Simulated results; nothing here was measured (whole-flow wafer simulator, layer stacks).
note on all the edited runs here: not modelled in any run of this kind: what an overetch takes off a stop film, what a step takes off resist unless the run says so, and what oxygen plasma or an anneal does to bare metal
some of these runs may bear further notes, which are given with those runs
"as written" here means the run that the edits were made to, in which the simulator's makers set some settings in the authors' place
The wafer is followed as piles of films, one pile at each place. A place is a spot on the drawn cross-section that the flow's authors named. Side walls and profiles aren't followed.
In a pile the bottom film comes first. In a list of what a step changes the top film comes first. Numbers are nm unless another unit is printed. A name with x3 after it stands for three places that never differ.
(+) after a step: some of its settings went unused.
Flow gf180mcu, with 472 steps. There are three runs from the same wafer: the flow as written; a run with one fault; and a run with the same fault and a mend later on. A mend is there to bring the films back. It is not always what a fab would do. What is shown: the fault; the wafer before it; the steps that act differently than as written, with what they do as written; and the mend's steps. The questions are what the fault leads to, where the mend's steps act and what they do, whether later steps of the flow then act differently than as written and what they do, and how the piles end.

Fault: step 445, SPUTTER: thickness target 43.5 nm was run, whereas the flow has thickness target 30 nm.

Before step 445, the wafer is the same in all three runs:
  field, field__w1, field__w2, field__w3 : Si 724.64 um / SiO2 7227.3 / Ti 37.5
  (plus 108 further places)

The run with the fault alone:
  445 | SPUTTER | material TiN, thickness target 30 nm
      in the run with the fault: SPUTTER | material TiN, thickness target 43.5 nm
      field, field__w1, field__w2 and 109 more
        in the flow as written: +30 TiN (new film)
        in the run with the fault: +43.5 TiN (new film)
  Later steps of the flow acting differently than as written (not shown: 4 more steps that differ only slightly, by at most 2% or 0.5 nm, whichever is larger):
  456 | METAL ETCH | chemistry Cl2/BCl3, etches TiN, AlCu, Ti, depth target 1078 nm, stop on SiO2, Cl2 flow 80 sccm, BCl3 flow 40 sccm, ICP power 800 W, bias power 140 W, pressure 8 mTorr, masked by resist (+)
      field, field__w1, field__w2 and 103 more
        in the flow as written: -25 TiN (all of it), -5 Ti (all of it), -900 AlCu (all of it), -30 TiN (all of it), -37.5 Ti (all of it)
        in the run with the fault: -25 TiN (all of it), -5 Ti (all of it), -900 AlCu (all of it), -43.5 TiN (all of it), -37.5 Ti (all of it)
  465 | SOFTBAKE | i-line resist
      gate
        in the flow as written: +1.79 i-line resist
        in the run with the fault: -0.24 i-line resist
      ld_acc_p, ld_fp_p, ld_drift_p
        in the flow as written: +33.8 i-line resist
        in the run with the fault: +27.5 i-line resist
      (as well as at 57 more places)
  By the end, the piles at field__w8, contact, m1, m1__w1, pad, m1_nw depart from the flow's by more than 2% or 0.5 nm, whichever is larger.
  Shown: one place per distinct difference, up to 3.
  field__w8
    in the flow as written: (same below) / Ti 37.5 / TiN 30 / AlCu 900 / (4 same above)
    in the run with the fault: (same below) / Ti 37.5 / TiN 43.5 / AlCu 900 / (4 same above)
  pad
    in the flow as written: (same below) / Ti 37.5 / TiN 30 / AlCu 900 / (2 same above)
    in the run with the fault: (same below) / Ti 37.5 / TiN 43.5 / AlCu 900 / (2 same above)

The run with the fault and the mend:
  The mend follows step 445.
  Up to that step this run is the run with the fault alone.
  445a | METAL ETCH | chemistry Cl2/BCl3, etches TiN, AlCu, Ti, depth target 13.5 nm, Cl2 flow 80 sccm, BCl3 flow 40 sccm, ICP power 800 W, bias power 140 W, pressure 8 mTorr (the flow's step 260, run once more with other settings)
      field, field__w1, field__w2 and 109 more
        -13.5 TiN
  Every later step of the flow that is run acts as written at every place that is followed.
  The piles end the same as the flow's at every place that both follow.
